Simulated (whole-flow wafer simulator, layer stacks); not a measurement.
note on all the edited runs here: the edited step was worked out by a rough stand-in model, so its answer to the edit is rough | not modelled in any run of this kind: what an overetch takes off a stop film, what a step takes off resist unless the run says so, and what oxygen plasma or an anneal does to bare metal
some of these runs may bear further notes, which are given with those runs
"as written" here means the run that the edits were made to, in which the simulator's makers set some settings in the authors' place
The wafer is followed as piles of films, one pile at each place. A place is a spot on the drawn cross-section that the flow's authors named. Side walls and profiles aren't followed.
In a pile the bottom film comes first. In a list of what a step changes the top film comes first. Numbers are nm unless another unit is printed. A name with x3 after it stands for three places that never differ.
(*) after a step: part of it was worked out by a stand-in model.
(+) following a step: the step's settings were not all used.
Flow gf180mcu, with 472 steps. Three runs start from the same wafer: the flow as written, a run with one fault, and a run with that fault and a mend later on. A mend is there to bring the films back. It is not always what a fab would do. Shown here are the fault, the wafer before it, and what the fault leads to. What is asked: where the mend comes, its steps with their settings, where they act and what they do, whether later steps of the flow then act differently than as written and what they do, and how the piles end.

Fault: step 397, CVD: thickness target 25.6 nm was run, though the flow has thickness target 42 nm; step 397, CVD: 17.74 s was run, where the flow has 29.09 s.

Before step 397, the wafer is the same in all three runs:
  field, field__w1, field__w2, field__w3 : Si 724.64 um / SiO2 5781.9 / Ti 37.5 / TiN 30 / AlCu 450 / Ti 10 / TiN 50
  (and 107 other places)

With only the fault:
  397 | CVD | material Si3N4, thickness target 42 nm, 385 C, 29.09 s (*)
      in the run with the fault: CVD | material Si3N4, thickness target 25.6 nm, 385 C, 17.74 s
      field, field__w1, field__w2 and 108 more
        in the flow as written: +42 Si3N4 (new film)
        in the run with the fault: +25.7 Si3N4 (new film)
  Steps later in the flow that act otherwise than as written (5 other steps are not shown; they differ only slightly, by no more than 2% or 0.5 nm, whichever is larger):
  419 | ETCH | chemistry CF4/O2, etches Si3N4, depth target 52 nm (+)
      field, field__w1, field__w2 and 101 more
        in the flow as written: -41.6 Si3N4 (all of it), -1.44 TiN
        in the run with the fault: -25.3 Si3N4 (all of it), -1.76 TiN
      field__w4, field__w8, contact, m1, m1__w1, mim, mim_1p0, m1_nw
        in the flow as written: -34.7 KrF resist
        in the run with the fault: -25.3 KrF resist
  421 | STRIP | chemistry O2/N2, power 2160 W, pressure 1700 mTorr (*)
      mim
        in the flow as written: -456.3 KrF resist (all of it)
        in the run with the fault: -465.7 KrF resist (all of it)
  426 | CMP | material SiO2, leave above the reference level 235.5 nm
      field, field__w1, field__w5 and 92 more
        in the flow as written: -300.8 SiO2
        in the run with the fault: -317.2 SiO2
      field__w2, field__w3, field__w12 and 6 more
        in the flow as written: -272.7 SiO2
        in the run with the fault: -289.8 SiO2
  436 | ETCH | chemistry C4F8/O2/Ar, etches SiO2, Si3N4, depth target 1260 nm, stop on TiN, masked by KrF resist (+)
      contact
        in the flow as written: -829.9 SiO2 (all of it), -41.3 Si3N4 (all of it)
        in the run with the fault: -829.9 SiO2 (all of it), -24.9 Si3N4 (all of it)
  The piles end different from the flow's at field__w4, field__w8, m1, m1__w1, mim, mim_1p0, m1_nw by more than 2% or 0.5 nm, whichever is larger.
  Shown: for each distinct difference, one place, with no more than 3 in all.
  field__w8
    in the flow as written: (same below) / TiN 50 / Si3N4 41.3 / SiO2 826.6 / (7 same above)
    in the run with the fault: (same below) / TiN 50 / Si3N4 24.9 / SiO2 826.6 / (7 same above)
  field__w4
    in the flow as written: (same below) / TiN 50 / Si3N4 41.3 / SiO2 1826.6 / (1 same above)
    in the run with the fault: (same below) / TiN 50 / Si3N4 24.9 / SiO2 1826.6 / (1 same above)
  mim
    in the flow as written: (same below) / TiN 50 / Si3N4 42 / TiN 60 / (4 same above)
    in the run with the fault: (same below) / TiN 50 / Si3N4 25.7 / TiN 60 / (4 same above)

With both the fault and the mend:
  After step 397 comes the mend.
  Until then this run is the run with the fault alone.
  397a | CVD | material Si3N4, thickness target 16.4 nm, 385 C, 11.36 s (the flow's step 397 again, with other settings)
      field, field__w1, field__w2 and 108 more
        +16.4 Si3N4
  Later steps of the flow that are run all act as written at every place that is followed, up to a difference of at most 2% or 0.5 nm, whichever is larger.
  When the end is reached, the piles differ only a little from the flow's at the places that both follow, at most by 2% or 0.5 nm, whichever is larger.
